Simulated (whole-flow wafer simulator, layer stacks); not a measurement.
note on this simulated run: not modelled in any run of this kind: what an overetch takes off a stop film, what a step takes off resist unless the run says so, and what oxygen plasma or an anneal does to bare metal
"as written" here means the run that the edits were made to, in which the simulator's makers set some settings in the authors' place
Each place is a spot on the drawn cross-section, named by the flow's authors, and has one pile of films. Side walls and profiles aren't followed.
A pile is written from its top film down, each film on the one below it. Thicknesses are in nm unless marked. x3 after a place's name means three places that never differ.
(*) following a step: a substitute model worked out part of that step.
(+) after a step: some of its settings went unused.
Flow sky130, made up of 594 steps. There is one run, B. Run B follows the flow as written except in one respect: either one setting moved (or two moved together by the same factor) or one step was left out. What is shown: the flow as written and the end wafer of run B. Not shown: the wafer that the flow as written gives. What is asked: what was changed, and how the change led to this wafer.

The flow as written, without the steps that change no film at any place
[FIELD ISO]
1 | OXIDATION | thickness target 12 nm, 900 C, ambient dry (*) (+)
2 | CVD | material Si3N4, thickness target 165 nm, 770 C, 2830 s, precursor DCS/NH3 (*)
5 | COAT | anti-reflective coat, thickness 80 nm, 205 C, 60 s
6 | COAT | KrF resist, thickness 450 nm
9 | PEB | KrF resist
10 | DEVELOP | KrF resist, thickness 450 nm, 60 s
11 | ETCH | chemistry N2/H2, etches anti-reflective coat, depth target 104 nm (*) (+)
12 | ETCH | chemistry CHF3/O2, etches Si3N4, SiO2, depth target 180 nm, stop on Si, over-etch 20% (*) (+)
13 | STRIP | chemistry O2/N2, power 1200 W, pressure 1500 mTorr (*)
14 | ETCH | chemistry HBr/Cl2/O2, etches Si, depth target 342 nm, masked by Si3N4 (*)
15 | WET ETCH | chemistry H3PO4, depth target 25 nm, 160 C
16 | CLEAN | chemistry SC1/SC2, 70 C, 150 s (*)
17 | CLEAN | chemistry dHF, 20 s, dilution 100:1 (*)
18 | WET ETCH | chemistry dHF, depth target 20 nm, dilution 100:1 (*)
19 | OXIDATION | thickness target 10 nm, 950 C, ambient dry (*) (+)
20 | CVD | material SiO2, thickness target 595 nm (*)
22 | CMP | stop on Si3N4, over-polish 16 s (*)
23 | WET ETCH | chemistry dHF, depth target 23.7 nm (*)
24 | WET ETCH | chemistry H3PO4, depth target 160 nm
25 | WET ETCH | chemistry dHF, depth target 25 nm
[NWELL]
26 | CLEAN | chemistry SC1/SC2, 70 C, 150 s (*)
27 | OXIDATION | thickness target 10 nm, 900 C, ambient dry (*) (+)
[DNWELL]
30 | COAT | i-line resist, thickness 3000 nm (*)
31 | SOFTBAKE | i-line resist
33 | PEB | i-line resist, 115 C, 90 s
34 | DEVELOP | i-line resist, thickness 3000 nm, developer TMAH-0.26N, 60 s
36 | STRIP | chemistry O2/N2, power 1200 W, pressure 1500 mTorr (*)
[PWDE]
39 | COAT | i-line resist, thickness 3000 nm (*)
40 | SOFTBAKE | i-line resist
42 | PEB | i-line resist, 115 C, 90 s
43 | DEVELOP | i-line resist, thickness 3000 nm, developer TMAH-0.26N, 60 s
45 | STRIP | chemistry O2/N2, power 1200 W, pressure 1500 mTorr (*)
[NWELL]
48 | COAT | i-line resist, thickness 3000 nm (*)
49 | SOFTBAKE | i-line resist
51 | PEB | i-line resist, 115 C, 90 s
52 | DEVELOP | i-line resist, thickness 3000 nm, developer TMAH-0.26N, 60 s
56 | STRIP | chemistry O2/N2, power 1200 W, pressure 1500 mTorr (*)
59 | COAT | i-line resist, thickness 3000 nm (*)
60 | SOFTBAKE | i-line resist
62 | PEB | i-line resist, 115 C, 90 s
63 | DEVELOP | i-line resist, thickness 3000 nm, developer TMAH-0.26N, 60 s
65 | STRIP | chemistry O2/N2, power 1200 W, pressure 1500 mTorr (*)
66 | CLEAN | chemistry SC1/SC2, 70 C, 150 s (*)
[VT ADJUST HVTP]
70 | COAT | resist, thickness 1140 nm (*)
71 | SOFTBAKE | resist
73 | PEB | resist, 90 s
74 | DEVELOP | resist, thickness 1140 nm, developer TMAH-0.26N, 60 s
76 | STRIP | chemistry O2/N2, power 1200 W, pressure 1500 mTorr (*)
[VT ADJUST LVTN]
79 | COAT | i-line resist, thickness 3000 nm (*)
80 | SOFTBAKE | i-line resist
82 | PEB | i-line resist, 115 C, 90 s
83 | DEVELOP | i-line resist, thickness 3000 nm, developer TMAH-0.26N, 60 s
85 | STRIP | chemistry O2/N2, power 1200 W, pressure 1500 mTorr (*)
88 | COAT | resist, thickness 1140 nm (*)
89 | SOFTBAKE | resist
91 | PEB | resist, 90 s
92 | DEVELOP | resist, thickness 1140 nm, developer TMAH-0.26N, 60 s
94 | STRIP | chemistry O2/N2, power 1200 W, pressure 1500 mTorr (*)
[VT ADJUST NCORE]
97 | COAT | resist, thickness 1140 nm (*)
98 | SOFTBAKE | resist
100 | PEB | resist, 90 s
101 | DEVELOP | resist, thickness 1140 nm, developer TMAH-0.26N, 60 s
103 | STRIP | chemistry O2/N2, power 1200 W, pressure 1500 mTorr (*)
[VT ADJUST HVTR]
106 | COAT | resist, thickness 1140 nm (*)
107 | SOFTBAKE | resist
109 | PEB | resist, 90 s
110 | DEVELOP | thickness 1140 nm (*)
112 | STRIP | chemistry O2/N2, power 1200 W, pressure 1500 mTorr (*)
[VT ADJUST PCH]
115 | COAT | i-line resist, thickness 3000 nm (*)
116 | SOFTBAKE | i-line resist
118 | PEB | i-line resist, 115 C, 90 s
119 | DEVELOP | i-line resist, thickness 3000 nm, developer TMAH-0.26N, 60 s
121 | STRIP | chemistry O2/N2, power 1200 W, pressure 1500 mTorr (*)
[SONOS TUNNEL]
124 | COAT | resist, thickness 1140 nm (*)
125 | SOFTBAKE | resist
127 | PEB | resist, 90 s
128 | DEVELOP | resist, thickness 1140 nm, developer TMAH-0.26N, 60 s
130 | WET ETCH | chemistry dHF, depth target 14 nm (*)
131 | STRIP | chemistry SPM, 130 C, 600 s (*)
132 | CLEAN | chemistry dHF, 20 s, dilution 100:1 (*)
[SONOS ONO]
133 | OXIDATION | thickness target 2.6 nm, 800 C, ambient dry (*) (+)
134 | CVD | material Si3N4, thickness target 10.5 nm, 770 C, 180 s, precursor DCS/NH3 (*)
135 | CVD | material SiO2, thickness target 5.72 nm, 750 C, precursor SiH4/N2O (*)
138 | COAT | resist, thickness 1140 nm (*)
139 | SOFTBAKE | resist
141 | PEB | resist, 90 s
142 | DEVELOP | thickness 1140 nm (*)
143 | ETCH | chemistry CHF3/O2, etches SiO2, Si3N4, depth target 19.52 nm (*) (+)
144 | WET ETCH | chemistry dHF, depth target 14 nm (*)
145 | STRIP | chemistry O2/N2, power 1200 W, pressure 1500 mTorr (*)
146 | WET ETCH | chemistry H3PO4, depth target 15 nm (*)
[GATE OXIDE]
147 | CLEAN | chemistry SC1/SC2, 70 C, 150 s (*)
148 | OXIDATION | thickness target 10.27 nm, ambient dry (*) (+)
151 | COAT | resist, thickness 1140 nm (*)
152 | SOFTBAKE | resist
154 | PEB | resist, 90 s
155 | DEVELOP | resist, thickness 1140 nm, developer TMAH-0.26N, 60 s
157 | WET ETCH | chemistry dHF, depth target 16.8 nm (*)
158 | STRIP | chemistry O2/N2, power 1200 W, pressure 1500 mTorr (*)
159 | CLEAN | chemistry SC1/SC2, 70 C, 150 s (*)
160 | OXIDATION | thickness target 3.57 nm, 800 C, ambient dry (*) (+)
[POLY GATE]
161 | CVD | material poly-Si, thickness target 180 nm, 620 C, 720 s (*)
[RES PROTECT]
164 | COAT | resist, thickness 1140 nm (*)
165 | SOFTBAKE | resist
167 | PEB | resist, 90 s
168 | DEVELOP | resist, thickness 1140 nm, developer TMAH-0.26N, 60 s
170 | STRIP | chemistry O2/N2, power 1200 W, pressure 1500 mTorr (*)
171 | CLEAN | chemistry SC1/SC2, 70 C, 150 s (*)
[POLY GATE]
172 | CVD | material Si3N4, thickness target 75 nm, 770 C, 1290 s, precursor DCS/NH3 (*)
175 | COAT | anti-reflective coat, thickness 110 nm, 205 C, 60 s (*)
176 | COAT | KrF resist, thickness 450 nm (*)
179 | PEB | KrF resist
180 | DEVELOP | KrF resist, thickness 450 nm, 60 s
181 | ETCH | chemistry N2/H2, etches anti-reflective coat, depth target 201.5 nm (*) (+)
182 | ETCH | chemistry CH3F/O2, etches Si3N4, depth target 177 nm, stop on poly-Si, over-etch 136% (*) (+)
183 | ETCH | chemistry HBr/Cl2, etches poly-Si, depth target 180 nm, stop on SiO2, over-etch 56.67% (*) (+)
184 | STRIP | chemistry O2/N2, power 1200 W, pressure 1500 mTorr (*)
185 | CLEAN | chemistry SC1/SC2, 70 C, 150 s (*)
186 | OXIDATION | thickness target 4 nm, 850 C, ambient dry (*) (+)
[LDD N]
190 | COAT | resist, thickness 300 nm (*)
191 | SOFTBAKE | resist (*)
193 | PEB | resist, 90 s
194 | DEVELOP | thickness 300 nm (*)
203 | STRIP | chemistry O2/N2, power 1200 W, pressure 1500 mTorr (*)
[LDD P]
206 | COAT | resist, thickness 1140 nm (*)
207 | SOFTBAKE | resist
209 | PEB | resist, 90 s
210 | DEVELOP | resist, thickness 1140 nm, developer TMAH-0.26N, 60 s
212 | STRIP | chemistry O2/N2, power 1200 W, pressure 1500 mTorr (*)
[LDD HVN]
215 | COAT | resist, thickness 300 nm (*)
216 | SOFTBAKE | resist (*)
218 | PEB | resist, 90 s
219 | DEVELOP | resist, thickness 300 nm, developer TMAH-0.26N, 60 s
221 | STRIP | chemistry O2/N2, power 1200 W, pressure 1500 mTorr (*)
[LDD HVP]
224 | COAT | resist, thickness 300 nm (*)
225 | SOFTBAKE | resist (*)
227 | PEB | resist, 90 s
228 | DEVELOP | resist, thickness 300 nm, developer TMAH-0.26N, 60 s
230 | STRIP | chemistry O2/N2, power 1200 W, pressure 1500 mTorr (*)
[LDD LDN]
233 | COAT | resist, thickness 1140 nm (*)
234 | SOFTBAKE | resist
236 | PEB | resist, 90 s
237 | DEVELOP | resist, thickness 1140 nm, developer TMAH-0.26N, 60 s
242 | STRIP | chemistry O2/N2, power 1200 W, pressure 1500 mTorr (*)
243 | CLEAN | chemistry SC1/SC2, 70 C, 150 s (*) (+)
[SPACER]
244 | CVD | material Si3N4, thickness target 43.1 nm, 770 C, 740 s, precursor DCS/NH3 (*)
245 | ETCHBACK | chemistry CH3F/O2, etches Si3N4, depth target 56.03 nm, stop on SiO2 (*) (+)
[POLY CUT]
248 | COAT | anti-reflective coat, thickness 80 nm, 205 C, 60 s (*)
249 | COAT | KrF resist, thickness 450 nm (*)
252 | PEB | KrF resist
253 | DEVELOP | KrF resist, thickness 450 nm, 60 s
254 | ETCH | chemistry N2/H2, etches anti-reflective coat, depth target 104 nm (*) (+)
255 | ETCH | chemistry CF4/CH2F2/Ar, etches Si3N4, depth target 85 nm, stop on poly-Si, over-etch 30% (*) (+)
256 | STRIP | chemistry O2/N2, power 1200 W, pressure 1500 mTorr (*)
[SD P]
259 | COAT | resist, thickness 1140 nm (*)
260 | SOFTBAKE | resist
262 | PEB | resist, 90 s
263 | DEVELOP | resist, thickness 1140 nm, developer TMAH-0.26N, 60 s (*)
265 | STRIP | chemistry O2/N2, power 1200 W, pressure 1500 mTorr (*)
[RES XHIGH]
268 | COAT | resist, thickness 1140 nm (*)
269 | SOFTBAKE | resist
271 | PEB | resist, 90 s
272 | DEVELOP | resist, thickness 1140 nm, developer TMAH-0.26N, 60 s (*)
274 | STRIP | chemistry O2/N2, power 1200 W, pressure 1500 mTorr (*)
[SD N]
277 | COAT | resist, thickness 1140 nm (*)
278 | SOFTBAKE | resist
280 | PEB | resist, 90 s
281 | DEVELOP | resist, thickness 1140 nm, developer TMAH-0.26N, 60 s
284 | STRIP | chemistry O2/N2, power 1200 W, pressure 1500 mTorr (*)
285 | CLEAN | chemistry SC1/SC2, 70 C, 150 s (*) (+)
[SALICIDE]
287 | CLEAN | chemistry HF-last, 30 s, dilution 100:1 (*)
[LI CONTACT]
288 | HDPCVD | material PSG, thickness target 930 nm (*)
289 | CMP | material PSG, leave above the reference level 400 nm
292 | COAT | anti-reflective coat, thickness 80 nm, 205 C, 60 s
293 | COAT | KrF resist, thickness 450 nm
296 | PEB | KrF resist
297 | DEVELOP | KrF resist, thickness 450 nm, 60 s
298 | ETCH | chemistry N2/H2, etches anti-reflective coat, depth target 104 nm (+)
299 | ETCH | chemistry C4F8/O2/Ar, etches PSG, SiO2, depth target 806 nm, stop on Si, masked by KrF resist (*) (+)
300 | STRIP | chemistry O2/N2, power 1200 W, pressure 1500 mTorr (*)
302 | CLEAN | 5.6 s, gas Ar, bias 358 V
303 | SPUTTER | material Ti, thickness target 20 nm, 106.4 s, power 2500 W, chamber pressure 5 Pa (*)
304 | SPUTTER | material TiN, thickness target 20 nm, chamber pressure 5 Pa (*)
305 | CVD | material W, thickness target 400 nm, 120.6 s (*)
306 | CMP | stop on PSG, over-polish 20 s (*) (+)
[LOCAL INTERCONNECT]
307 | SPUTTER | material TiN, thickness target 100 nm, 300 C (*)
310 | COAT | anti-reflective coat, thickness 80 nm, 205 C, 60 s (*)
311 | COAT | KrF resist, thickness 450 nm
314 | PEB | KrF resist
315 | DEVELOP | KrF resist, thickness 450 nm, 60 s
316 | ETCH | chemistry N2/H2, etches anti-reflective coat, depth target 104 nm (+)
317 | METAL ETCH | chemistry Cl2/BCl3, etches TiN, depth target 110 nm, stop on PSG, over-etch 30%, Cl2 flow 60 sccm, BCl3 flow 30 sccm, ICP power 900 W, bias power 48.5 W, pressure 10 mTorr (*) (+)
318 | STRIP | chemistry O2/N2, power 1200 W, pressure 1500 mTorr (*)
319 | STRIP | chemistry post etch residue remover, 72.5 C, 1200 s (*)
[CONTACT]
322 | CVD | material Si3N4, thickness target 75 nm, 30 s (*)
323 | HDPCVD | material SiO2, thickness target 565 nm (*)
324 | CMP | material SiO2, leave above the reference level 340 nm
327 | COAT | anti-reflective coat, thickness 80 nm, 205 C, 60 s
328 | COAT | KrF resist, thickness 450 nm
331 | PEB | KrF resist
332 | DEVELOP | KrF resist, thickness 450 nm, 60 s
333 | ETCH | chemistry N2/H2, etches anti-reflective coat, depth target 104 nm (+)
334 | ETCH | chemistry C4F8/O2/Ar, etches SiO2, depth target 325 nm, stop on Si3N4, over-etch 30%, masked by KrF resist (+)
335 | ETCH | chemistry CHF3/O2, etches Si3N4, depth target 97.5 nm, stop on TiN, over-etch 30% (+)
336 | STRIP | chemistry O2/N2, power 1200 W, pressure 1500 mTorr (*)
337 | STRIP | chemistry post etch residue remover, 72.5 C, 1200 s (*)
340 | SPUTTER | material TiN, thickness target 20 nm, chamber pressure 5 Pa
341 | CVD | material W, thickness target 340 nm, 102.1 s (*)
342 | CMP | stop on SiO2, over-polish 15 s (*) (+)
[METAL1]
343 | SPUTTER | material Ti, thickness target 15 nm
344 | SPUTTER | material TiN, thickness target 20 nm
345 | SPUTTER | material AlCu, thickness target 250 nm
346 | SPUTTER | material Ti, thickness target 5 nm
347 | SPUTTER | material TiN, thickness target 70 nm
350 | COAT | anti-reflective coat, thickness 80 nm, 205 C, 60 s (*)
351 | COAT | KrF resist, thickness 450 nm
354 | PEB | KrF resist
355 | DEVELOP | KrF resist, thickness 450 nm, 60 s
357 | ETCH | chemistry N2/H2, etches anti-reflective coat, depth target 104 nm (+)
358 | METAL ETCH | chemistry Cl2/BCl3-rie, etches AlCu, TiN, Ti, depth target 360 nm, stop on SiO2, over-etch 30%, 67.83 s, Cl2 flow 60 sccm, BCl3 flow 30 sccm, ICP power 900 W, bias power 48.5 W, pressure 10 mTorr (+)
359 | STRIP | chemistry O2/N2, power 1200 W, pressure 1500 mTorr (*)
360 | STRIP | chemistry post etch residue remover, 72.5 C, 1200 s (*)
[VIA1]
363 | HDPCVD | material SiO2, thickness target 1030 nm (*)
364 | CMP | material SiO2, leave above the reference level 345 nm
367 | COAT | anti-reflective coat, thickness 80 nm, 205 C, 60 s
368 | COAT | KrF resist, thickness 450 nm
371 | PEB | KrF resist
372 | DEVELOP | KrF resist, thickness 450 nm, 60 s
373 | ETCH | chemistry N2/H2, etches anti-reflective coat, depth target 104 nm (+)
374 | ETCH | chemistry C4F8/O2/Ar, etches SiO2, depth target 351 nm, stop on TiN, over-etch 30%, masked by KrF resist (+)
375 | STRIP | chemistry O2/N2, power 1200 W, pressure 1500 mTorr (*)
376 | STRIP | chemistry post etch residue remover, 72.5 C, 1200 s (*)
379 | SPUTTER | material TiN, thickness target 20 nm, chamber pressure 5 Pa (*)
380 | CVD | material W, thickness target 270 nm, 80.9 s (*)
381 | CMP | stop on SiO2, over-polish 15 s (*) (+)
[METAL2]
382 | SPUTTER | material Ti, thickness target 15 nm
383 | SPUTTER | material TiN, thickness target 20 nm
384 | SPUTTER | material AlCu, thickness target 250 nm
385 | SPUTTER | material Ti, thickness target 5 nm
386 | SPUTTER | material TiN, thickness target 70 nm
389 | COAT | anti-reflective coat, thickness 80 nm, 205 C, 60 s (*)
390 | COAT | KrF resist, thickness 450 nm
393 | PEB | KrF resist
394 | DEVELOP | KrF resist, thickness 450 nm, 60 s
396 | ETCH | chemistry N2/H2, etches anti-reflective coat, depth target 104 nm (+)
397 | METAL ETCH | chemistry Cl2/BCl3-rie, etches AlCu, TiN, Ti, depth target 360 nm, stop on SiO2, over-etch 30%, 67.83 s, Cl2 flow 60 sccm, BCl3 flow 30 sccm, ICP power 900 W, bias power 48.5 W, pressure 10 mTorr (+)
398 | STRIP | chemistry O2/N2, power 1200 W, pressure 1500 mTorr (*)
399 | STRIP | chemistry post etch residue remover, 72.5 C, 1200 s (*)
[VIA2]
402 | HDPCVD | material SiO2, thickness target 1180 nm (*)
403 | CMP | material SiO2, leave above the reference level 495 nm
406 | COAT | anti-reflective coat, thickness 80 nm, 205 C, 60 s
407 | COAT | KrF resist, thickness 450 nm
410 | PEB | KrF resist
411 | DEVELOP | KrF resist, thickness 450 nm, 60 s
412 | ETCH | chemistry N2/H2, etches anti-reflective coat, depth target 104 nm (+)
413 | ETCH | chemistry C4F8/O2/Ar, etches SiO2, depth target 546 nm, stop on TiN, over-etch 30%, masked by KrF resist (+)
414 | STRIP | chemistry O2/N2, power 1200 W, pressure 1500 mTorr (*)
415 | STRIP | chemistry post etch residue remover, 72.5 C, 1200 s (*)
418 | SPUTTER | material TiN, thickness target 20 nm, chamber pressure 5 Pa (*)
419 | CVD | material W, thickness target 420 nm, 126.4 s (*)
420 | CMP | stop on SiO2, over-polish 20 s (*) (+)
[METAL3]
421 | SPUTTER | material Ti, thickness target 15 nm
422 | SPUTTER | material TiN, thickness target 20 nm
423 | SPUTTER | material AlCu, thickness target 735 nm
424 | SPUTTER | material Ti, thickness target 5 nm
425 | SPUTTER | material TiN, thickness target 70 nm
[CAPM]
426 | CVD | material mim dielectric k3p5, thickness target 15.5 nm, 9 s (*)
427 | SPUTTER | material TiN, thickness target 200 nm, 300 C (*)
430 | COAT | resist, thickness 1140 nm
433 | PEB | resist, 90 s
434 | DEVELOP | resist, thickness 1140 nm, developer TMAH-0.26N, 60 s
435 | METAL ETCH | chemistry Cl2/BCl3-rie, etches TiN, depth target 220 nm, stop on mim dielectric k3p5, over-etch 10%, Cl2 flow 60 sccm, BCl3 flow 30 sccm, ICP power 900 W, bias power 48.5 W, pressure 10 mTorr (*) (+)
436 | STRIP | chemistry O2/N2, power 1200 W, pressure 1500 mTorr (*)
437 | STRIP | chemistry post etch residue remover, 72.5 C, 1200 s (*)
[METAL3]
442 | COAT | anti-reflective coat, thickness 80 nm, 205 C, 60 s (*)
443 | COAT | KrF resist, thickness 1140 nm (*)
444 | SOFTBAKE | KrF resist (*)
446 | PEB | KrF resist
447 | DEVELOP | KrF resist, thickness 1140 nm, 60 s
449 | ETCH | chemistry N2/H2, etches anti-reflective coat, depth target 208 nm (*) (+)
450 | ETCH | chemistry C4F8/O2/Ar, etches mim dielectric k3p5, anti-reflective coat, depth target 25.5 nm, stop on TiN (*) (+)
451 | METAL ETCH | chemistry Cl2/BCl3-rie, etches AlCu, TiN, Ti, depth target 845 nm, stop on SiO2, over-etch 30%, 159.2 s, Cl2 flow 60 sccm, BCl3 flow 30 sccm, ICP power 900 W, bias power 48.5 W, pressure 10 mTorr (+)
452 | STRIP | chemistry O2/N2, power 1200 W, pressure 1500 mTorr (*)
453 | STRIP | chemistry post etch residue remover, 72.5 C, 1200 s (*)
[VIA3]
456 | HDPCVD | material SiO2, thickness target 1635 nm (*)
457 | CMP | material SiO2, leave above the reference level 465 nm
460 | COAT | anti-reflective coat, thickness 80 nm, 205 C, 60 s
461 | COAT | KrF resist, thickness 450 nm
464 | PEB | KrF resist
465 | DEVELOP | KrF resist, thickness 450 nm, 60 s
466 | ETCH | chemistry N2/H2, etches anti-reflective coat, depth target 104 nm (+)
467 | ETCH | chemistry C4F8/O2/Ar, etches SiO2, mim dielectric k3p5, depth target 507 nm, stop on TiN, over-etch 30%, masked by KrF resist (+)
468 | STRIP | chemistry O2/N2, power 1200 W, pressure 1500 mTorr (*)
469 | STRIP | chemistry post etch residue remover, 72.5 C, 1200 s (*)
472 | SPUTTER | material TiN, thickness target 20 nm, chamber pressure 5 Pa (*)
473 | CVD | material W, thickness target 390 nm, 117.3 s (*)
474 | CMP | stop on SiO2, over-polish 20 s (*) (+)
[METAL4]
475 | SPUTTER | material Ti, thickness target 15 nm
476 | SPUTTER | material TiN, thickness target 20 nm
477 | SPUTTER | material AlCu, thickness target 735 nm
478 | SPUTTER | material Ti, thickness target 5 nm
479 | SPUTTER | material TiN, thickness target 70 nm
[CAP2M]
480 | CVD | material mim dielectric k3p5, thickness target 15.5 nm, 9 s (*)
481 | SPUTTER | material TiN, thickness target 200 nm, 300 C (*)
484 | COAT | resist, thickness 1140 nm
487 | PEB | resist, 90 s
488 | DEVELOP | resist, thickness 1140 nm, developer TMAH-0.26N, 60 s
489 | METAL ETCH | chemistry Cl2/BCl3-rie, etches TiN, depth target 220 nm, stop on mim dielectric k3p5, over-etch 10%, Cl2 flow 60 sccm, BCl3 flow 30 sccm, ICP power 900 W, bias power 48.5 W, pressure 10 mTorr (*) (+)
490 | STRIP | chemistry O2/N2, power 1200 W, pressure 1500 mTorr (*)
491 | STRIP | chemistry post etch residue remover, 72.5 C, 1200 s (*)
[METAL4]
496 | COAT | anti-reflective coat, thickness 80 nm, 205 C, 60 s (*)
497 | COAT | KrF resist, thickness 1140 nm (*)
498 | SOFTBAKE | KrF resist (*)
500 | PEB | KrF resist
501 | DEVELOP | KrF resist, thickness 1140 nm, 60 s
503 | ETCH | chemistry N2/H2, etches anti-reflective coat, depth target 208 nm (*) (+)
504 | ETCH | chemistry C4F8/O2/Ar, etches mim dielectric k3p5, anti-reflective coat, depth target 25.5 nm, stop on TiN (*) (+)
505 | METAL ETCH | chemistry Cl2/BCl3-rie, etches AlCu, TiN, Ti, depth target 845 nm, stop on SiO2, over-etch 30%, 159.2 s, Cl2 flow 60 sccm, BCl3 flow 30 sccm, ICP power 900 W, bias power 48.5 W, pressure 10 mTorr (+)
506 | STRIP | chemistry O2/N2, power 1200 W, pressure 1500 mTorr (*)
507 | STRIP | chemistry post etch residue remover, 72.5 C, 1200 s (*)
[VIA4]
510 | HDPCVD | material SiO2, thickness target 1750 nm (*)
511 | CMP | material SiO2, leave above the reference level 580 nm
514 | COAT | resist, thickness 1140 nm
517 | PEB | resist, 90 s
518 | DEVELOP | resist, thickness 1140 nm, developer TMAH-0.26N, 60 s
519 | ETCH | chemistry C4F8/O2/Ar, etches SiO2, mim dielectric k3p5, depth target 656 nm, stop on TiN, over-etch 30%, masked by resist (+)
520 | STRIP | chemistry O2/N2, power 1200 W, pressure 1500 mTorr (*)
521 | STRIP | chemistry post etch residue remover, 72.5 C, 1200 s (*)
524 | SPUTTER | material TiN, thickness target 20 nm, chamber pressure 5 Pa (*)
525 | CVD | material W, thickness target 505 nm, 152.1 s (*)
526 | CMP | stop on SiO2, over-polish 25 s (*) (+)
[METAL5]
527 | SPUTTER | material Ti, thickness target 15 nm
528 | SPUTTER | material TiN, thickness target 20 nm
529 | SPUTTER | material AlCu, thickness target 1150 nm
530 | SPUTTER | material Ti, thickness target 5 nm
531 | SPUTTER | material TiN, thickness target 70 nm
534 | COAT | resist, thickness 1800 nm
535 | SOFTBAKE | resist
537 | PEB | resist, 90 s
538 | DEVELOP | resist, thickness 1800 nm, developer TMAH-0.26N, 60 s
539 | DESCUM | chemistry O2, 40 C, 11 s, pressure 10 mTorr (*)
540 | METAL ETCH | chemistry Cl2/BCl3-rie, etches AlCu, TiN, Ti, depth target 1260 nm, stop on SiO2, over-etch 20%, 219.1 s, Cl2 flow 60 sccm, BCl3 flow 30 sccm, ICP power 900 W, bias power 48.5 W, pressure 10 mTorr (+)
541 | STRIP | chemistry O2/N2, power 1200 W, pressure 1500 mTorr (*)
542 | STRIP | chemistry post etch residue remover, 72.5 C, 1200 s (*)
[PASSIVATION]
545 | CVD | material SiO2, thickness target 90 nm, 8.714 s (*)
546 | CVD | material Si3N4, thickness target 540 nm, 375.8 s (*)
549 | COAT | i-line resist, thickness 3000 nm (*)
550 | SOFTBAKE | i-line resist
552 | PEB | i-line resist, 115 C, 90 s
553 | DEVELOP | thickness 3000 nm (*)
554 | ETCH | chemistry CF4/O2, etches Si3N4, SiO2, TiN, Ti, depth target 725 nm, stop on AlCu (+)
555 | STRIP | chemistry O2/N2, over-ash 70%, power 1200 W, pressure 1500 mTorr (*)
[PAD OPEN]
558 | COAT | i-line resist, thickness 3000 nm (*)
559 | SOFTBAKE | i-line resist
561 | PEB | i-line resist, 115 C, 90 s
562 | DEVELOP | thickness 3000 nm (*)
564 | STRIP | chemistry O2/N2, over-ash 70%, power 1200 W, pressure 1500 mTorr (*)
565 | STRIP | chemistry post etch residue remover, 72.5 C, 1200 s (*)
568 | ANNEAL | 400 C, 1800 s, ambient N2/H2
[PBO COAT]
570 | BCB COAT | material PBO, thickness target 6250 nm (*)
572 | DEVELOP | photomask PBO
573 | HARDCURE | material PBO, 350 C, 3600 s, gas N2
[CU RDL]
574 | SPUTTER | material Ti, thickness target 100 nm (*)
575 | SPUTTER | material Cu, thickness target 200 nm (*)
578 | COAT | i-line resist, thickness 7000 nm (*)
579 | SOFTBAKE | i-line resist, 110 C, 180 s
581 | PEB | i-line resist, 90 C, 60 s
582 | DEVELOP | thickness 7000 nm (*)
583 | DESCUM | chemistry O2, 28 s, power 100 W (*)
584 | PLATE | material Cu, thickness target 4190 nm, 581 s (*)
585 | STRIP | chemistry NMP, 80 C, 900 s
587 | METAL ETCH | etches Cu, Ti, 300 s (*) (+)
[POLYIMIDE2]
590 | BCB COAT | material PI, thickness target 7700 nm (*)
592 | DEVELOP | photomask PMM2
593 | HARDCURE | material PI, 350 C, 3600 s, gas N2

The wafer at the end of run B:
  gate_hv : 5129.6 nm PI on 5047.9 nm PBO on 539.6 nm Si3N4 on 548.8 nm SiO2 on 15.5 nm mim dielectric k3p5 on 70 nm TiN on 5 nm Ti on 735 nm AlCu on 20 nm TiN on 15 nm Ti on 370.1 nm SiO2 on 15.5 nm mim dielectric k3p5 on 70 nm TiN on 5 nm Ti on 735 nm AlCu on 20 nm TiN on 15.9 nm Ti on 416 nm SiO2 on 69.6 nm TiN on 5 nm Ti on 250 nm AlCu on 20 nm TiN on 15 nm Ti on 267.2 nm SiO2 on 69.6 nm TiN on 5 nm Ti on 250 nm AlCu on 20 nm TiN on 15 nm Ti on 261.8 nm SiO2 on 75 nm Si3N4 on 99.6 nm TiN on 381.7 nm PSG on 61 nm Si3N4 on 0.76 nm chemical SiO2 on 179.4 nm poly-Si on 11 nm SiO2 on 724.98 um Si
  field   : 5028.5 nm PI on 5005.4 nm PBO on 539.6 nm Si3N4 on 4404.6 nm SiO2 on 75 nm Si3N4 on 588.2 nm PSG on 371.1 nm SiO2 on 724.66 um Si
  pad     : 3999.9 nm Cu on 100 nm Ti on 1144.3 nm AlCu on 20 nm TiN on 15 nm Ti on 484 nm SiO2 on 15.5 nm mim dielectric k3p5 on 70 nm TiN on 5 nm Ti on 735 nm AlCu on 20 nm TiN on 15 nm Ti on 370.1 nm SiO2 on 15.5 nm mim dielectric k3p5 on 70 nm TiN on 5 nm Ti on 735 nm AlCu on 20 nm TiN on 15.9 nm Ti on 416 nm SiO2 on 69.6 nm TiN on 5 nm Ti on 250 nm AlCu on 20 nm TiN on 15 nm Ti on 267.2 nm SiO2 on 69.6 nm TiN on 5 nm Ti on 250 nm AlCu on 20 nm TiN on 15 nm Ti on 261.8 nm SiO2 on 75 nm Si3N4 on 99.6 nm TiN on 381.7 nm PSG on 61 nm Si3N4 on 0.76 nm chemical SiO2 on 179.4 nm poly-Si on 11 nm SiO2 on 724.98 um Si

What caused this: step 421, SPUTTER: thickness target 15.9 nm was run, while the flow as written has thickness target 15 nm.
One can read it off the wafer: gate_hv has Ti 15.9, and step 421 as written asks for 15 nm.

The path from the change to this, step by step:
  421 | SPUTTER | material Ti, thickness target 15 nm
      field, active, n_well and 188 more: +15.9 Ti (new film) (it would be, as written: +15 Ti (new film))
  451 | METAL ETCH | chemistry Cl2/BCl3-rie, etches AlCu, TiN, Ti, depth target 845 nm, stop on SiO2, over-etch 30%, 159.2 s, Cl2 flow 60 sccm, BCl3 flow 30 sccm, ICP power 900 W, bias power 48.5 W, pressure 10 mTorr (+)
      field, active, gate and 69 more: -70 TiN (all of it), -5 Ti (all of it), -735 AlCu (all of it), -20 TiN (all of it), -15.9 Ti (all of it), -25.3 SiO2 (it would be, as written: -70 TiN (all of it), -5 Ti (all of it), -735 AlCu (all of it), -20 TiN (all of it), -15 Ti (all of it), -25.4 SiO2)
      vpp_ln, vpp_iso2, ndiff_ln and 10 more: -70 TiN (all of it), -5 Ti (all of it), -735 AlCu (all of it), -20 TiN (all of it), -15.9 Ti (all of it), -25.3 SiO2 (it would be, as written: -70 TiN (all of it), -5 Ti (all of it), -735 AlCu (all of it), -20 TiN (all of it), -15 Ti (all of it), -25.3 SiO2)
